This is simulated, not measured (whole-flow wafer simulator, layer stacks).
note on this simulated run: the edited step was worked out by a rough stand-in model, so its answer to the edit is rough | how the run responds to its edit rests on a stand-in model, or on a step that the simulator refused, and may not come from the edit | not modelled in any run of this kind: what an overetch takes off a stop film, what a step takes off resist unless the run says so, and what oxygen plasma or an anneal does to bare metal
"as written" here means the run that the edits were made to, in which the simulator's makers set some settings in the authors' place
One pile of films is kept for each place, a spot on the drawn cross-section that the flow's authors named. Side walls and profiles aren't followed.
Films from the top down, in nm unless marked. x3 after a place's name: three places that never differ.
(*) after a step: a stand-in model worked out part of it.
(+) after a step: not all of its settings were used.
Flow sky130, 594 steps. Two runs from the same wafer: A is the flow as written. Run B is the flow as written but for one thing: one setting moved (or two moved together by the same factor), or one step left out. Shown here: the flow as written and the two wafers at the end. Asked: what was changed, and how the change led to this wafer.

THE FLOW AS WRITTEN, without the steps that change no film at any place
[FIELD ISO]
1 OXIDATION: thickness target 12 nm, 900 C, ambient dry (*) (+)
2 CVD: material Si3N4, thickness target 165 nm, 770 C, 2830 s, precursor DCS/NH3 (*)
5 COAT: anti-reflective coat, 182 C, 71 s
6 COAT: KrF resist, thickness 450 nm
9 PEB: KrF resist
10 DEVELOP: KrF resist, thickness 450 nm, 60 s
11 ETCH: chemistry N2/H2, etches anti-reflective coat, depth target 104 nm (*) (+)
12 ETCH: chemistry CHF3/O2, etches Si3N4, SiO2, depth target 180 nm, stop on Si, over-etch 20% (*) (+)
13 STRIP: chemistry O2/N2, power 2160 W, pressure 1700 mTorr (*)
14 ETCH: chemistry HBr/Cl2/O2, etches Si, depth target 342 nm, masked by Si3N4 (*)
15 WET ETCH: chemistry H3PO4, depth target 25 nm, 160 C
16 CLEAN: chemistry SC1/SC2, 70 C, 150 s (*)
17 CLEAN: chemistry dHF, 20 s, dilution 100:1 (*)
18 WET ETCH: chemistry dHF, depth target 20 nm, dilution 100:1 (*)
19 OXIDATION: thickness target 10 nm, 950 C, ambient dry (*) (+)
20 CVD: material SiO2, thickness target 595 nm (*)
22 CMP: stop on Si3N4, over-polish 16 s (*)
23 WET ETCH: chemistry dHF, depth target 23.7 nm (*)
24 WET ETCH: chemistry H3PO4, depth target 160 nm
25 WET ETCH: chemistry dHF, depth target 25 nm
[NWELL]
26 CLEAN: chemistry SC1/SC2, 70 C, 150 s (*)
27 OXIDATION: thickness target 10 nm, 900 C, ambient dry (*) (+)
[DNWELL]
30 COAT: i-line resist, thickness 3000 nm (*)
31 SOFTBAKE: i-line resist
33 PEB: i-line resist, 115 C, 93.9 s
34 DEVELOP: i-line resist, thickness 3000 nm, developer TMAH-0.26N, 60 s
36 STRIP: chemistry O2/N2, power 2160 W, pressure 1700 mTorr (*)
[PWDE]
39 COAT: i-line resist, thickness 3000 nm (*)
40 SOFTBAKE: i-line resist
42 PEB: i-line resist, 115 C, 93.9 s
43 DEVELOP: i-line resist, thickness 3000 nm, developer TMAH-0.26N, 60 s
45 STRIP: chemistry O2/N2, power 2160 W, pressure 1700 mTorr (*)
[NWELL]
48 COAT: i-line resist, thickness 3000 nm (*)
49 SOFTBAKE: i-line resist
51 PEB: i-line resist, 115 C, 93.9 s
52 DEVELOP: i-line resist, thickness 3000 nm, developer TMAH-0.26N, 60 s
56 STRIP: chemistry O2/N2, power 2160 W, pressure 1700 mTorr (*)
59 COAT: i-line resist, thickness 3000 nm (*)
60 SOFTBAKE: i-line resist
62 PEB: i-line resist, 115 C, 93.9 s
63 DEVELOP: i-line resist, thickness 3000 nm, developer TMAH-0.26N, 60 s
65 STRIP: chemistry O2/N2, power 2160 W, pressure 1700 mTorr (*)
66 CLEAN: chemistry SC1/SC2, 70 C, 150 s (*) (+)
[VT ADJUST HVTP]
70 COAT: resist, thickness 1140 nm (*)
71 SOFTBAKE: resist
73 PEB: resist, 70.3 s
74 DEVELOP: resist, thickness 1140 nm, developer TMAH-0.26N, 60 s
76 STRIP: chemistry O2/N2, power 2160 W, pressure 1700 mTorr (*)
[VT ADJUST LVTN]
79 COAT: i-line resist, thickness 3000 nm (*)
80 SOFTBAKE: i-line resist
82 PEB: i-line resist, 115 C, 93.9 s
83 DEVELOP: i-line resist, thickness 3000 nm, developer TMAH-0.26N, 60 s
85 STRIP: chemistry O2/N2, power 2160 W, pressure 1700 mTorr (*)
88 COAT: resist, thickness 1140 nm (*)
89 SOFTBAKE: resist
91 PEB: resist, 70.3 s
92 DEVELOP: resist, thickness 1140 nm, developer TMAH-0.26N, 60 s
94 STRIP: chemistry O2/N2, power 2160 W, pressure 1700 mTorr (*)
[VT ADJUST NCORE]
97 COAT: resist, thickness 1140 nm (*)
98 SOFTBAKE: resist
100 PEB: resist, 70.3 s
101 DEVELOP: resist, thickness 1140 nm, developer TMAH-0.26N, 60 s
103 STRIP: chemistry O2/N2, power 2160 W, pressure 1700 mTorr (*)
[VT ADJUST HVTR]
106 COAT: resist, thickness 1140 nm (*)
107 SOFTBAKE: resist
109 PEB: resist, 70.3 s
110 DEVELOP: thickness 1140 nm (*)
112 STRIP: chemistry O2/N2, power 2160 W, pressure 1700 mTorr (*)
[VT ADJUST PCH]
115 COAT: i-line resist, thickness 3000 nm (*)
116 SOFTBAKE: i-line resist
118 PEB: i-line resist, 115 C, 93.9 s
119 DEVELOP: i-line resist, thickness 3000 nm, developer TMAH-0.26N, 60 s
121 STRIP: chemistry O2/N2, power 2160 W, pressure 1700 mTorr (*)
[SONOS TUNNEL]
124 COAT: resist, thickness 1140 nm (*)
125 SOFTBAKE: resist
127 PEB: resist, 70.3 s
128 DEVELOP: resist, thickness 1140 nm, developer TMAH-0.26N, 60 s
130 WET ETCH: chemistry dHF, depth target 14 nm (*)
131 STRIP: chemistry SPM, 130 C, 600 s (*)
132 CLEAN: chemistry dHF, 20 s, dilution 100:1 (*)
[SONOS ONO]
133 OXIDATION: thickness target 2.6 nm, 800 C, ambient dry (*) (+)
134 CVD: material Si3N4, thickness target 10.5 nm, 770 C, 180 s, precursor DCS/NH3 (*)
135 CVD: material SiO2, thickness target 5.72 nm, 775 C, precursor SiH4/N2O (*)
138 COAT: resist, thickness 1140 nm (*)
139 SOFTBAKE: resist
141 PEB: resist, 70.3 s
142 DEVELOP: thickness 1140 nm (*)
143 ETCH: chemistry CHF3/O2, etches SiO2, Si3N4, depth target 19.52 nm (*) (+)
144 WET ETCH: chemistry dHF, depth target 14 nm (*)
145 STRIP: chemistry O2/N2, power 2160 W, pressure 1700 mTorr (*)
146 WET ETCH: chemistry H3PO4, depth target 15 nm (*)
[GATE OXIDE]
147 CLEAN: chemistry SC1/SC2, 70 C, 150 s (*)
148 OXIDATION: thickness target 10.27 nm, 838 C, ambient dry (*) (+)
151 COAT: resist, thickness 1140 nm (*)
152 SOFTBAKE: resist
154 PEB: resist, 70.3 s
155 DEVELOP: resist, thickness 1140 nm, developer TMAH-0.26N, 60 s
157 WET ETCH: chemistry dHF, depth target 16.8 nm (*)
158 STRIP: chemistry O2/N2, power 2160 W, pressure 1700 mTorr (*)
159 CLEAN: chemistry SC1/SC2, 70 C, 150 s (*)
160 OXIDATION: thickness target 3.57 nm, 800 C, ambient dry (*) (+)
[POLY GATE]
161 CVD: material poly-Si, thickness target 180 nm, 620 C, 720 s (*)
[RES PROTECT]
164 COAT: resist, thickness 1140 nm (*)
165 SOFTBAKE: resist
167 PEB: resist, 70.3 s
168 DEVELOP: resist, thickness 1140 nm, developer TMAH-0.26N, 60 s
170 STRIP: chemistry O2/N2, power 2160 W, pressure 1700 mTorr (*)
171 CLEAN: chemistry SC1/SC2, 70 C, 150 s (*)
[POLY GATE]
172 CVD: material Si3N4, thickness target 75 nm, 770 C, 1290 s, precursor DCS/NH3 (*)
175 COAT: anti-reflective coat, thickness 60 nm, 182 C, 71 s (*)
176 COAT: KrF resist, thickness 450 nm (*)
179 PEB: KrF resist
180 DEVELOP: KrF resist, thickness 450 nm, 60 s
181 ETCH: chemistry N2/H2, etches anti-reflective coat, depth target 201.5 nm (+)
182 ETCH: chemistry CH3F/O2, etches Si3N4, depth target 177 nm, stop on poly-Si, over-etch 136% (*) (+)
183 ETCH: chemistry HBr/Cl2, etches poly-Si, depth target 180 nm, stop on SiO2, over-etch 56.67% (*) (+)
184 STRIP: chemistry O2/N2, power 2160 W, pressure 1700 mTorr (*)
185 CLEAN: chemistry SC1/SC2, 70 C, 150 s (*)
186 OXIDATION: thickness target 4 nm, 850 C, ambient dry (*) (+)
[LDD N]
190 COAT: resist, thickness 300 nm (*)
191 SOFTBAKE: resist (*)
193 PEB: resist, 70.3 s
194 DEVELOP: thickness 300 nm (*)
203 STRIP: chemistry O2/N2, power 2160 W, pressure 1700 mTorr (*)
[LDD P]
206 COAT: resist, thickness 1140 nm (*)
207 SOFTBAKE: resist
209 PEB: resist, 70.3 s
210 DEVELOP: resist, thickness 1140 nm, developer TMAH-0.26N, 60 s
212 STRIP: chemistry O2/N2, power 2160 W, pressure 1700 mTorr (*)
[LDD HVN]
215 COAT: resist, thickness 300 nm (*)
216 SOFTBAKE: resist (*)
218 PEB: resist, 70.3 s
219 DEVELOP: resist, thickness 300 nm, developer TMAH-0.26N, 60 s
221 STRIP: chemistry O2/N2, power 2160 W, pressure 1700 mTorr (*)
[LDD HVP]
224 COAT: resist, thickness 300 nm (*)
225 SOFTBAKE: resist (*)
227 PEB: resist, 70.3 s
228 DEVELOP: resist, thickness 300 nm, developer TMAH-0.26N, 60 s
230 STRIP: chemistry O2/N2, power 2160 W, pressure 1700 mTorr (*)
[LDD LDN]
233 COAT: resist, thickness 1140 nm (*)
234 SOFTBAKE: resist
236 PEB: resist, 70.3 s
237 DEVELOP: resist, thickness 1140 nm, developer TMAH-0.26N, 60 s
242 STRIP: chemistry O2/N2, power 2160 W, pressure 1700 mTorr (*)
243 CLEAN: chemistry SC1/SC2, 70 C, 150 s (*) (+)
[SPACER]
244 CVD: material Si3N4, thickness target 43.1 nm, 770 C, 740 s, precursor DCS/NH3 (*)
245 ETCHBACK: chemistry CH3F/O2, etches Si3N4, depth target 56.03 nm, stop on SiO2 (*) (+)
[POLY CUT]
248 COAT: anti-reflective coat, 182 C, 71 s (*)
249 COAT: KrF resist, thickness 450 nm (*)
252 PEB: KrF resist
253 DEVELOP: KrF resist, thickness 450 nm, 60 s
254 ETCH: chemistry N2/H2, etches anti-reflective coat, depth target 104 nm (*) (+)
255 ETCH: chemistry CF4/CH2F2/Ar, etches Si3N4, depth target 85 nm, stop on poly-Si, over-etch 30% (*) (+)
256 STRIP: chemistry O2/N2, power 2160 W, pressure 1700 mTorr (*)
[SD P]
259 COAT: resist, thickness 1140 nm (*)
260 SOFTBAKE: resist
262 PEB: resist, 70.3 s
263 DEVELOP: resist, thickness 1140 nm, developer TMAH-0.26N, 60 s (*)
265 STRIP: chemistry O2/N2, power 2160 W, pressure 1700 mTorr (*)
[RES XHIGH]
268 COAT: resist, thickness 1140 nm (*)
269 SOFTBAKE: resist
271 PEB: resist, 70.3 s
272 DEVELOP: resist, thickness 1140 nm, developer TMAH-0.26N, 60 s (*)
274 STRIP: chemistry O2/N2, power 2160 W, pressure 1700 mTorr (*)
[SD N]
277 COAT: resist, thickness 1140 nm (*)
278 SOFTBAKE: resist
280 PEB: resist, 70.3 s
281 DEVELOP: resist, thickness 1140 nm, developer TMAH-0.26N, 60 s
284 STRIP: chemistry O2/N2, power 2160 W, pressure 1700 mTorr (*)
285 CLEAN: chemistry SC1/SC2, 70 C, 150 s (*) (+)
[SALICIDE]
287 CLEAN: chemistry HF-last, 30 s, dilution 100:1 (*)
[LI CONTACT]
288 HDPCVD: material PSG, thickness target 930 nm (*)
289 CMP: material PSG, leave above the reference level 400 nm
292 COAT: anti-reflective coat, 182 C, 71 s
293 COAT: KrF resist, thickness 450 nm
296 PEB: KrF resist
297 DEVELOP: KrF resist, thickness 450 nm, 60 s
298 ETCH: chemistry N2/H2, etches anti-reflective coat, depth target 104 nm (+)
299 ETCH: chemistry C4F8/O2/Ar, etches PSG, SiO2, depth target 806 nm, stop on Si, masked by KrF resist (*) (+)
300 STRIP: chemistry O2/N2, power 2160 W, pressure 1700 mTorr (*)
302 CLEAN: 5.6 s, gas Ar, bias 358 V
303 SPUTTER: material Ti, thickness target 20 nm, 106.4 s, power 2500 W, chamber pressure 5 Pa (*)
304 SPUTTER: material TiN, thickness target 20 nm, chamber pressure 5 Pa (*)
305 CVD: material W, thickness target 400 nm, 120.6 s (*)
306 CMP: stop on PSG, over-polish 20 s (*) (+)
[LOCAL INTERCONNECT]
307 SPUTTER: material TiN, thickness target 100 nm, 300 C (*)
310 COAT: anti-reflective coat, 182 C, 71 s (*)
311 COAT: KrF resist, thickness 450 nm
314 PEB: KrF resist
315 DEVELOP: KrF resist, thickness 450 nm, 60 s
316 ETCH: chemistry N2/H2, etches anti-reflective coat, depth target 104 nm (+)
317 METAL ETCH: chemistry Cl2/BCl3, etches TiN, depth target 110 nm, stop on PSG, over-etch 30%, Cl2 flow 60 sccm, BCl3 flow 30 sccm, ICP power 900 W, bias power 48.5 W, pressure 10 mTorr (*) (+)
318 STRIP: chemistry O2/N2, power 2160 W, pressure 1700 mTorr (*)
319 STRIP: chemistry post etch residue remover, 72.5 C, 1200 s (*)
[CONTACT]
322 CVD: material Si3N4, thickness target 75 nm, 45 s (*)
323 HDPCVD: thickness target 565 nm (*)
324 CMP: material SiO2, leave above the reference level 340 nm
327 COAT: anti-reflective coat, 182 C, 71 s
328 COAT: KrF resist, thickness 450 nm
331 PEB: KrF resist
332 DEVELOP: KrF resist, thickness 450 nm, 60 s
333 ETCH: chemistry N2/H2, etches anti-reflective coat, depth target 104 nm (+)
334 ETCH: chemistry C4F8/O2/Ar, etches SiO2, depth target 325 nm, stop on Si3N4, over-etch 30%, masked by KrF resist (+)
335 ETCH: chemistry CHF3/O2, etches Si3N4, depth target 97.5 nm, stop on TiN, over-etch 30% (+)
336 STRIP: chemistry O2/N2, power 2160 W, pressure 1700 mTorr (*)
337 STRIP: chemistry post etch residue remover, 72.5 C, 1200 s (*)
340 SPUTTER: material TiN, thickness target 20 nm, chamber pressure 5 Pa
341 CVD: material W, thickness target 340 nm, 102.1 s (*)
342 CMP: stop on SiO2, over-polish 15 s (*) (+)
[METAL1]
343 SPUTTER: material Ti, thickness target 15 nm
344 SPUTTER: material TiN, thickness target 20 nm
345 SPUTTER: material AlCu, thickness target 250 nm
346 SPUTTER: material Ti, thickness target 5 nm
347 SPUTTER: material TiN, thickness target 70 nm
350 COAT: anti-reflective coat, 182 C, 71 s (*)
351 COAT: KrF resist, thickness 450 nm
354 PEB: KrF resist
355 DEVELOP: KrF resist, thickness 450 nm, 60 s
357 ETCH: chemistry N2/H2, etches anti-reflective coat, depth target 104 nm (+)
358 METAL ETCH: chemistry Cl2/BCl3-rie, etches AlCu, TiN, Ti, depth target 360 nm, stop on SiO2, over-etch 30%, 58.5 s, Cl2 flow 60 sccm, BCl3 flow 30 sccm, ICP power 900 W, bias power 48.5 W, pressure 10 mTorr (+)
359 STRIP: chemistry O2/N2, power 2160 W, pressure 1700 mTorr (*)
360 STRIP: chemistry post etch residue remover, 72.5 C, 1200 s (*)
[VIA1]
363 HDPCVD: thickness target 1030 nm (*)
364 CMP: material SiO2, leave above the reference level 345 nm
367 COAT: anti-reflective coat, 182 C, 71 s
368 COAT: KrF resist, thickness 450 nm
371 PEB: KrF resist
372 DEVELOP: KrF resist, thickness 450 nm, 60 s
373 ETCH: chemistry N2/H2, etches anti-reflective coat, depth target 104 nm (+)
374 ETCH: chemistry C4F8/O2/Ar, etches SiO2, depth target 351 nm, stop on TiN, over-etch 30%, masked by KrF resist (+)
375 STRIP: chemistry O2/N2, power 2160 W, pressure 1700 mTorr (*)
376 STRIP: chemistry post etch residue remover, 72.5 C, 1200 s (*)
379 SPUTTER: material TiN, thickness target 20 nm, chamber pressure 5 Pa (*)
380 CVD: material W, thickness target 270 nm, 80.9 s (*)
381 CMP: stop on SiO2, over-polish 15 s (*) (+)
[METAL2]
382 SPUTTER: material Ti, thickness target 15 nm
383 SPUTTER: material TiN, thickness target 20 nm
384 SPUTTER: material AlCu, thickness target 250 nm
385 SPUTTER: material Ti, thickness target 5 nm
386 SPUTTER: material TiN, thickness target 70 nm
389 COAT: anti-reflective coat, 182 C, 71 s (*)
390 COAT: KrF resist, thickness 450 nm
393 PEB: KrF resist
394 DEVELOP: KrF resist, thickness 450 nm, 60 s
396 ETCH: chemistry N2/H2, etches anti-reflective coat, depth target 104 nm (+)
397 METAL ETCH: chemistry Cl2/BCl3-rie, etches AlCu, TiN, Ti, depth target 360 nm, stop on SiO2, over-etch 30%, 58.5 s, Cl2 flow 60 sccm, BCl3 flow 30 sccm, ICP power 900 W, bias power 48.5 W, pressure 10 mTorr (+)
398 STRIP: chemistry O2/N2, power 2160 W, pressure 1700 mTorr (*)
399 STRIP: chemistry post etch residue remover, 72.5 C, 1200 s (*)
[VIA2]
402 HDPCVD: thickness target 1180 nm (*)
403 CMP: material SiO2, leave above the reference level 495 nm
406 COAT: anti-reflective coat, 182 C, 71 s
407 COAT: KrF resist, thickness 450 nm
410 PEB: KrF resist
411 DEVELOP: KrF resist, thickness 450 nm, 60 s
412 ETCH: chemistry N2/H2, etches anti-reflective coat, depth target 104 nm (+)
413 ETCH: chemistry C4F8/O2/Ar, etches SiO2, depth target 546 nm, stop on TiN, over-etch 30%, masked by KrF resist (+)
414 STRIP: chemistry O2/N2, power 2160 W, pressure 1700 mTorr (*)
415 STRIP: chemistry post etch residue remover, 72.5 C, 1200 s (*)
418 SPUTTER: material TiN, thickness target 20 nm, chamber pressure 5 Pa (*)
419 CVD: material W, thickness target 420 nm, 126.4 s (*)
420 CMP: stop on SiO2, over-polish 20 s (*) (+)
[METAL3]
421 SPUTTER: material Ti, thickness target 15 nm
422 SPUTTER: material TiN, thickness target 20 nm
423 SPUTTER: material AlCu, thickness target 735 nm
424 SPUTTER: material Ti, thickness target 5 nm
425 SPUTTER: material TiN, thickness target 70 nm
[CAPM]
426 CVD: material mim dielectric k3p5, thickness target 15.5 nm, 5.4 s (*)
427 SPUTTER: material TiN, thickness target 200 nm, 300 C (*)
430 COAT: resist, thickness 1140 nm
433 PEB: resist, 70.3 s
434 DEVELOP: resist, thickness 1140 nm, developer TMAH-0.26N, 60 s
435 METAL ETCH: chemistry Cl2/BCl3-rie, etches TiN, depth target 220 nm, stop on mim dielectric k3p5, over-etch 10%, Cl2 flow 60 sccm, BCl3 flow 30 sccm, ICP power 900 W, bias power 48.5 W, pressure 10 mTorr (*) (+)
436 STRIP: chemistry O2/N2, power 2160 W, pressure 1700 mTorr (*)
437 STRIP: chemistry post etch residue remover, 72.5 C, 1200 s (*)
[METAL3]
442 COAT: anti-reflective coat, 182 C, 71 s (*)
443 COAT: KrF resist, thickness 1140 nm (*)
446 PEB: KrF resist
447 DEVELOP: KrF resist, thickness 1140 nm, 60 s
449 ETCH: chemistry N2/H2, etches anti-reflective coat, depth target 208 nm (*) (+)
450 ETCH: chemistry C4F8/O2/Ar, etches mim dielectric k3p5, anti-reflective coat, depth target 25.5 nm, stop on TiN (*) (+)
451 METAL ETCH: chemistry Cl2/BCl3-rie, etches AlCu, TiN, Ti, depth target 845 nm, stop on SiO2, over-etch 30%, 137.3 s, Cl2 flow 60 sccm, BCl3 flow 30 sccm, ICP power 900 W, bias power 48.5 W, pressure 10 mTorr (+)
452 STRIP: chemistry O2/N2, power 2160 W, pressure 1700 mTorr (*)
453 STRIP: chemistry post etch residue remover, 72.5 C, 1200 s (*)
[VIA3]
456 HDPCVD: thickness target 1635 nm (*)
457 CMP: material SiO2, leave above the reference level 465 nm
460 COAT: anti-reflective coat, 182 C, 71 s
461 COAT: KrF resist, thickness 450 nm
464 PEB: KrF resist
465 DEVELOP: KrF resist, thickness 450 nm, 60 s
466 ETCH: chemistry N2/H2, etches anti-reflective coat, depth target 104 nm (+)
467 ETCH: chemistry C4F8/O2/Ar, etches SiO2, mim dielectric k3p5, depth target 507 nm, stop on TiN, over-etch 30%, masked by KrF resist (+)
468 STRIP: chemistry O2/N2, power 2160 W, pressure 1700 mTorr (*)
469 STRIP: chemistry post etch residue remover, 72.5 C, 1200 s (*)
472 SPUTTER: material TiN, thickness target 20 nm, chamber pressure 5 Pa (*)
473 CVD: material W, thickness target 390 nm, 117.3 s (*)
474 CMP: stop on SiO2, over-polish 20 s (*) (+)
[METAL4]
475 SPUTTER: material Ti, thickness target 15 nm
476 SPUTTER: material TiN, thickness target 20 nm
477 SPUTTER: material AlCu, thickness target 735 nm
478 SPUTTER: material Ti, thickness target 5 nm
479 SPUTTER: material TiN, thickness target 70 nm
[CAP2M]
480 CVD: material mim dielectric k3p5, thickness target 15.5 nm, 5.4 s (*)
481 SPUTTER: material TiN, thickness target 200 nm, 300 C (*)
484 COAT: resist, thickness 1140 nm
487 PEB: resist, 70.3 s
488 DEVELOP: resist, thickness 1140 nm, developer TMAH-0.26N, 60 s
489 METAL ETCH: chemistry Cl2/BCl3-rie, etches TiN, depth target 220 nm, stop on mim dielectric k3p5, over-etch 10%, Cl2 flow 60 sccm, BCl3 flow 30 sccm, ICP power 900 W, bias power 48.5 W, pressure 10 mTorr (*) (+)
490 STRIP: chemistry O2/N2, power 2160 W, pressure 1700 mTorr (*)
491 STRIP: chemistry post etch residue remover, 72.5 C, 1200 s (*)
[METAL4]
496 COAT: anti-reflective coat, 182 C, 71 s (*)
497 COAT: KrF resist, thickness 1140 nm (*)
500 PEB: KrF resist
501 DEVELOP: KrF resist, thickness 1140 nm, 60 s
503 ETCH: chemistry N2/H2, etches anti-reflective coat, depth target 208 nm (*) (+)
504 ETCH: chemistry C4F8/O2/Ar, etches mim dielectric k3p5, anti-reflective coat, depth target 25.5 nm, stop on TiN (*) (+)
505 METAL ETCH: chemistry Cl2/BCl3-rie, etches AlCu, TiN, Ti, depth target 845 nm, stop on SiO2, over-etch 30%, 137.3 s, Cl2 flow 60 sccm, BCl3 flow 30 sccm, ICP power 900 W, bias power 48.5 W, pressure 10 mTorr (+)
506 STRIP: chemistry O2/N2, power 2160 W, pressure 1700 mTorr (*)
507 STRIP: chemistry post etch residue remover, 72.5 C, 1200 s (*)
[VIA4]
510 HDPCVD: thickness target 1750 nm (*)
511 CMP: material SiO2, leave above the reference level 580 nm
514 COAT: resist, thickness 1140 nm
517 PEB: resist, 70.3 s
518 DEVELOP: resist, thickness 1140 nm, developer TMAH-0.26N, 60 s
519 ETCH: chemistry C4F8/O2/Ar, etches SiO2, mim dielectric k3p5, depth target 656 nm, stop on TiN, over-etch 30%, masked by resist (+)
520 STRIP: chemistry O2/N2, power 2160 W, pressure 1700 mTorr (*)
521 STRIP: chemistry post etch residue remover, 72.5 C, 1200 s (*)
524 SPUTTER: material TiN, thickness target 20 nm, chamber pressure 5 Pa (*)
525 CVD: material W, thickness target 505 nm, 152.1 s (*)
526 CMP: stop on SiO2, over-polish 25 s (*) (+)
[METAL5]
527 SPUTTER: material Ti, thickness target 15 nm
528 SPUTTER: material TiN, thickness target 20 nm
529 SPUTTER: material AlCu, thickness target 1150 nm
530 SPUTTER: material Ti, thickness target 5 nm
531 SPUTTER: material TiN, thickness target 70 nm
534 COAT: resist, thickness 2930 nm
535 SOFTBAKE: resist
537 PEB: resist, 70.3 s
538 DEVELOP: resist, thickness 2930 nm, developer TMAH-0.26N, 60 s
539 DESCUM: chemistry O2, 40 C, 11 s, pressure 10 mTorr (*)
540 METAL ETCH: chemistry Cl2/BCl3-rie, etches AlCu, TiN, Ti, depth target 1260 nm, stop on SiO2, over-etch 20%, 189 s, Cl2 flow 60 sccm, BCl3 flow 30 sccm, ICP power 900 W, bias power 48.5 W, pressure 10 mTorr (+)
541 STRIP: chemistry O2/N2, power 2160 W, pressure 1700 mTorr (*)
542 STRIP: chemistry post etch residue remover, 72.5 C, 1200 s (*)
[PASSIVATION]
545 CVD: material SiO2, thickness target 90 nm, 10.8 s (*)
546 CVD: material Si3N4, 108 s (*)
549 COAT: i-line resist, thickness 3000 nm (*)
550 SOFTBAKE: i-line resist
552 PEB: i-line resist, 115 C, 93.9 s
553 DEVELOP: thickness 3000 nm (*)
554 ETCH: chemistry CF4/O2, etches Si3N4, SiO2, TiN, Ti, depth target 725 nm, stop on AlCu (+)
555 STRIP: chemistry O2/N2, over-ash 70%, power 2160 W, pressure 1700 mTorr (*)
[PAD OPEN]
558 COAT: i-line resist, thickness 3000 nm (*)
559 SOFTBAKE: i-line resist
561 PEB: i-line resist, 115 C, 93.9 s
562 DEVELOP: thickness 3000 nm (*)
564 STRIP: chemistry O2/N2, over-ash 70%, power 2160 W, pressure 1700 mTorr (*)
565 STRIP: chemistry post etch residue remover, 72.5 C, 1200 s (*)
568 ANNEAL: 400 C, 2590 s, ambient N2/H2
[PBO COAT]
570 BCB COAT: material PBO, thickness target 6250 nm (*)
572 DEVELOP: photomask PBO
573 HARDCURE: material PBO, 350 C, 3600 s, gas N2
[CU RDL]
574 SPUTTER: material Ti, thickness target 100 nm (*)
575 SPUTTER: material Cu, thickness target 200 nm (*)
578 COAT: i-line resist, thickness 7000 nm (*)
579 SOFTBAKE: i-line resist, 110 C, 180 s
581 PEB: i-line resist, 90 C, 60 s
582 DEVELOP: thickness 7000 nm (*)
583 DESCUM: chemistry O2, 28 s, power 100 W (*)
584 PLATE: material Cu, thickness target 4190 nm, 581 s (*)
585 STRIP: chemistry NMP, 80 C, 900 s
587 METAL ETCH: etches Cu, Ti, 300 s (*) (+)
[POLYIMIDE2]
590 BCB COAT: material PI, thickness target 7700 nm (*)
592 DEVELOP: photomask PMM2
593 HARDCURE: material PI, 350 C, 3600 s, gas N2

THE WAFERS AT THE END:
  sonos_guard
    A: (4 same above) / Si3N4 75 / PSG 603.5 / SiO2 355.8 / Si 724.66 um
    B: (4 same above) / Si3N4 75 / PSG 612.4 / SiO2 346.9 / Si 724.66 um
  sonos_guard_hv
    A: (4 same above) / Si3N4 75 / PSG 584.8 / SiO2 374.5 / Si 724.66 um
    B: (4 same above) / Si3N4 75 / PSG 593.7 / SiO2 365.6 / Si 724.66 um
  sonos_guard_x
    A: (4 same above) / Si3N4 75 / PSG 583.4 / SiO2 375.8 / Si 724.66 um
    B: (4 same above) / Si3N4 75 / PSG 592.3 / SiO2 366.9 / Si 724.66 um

The cause: step 130, WET ETCH: depth target 22.1 nm was run, where the flow has depth target 14 nm.

How the change led to this, step by step:
  130 WET ETCH: chemistry dHF, depth target 14 nm (*)
      sonos_guard, sonos_guard_hv, sonos_guard_x: A SiO2 -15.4 | B SiO2 -24.3
  139 SOFTBAKE: resist
      poly_endcap: A resist +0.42 | B resist -0.89
  175 COAT: anti-reflective coat, thickness 60 nm, 182 C, 71 s (*)
      m1: A anti-reflective coat +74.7 (new film) | B anti-reflective coat +72.8 (new film)
      sonos_cell: A anti-reflective coat +62.3 (new film) | B anti-reflective coat +60 (new film)
      (and at 5 more places)
  181 ETCH: chemistry N2/H2, etches anti-reflective coat, depth target 201.5 nm (+)
      nwell_res: A anti-reflective coat -74 (all of it), Si3N4 -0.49 | B anti-reflective coat -72.4 (all of it), Si3N4 -0.51
      sonos_guard: A anti-reflective coat -45.7 (all of it), Si3N4 -0.85 | B anti-reflective coat -51.9 (all of it), Si3N4 -0.77
      (and at 2 more places)
  184 STRIP: chemistry O2/N2, power 2160 W, pressure 1700 mTorr (*)
      m1: A KrF resist -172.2 (all of it), anti-reflective coat -74.7 (all of it) | B KrF resist -173.3 (all of it), anti-reflective coat -72.8 (all of it)
      sonos_cell: A KrF resist -172.8 (all of it), anti-reflective coat -62.3 (all of it) | B KrF resist -174.1 (all of it), anti-reflective coat -60 (all of it)
      (and at 1 more place)
  190 COAT: resist, thickness 300 nm (*)
      sonos_guard: A resist +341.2 (new film) | B resist +348.5 (new film)
      sonos_guard_hv: A resist +345.6 (new film) | B resist +353.2 (new film)
      (and at 1 more place)
  203 STRIP: chemistry O2/N2, power 2160 W, pressure 1700 mTorr (*)
      sonos_guard: A resist -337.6 (all of it) | B resist -344.8 (all of it)
      sonos_guard_hv: A resist -341.3 (all of it) | B resist -348.8 (all of it)
      (and at 1 more place)
  215 COAT: resist, thickness 300 nm (*)
      sonos_guard: A resist +341.2 (new film) | B resist +348.5 (new film)
      sonos_guard_hv: A resist +345.6 (new film) | B resist +353.2 (new film)
      (and at 1 more place)
  221 STRIP: chemistry O2/N2, power 2160 W, pressure 1700 mTorr (*)
      sonos_guard: A resist -337.6 (all of it) | B resist -344.8 (all of it)
      sonos_guard_hv: A resist -341.3 (all of it) | B resist -348.8 (all of it)
      (and at 1 more place)
  224 COAT: resist, thickness 300 nm (*)
      sonos_guard: A resist +341.2 (new film) | B resist +348.5 (new film)
      sonos_guard_hv: A resist +345.6 (new film) | B resist +353.2 (new film)
      (and at 1 more place)
  230 STRIP: chemistry O2/N2, power 2160 W, pressure 1700 mTorr (*)
      sonos_guard: A resist -337.6 (all of it) | B resist -344.8 (all of it)
      sonos_guard_hv: A resist -341.3 (all of it) | B resist -348.8 (all of it)
      (and at 1 more place)
  248 COAT: anti-reflective coat, 182 C, 71 s (*)
      pplus_nw: A anti-reflective coat +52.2 (new film) | B anti-reflective coat +51 (new film)
      sonos_guard: A anti-reflective coat +137.3 (new film) | B anti-reflective coat +145.2 (new film)
      (and at 2 more places)
  256 STRIP: chemistry O2/N2, power 2160 W, pressure 1700 mTorr (*)
      pplus_nw: A KrF resist -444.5 (all of it), anti-reflective coat -52.2 (all of it) | B KrF resist -445.3 (all of it), anti-reflective coat -51 (all of it)
      sonos_guard: A KrF resist -360.5 (all of it), anti-reflective coat -137.3 (all of it) | B KrF resist -361 (all of it), anti-reflective coat -145.2 (all of it)
      (and at 2 more places)
  289 CMP: material PSG, leave above the reference level 400 nm
      sonos_guard: A PSG -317 | B PSG -308.1
      sonos_guard_hv: A PSG -335.8 | B PSG -326.9
      (and at 1 more place)
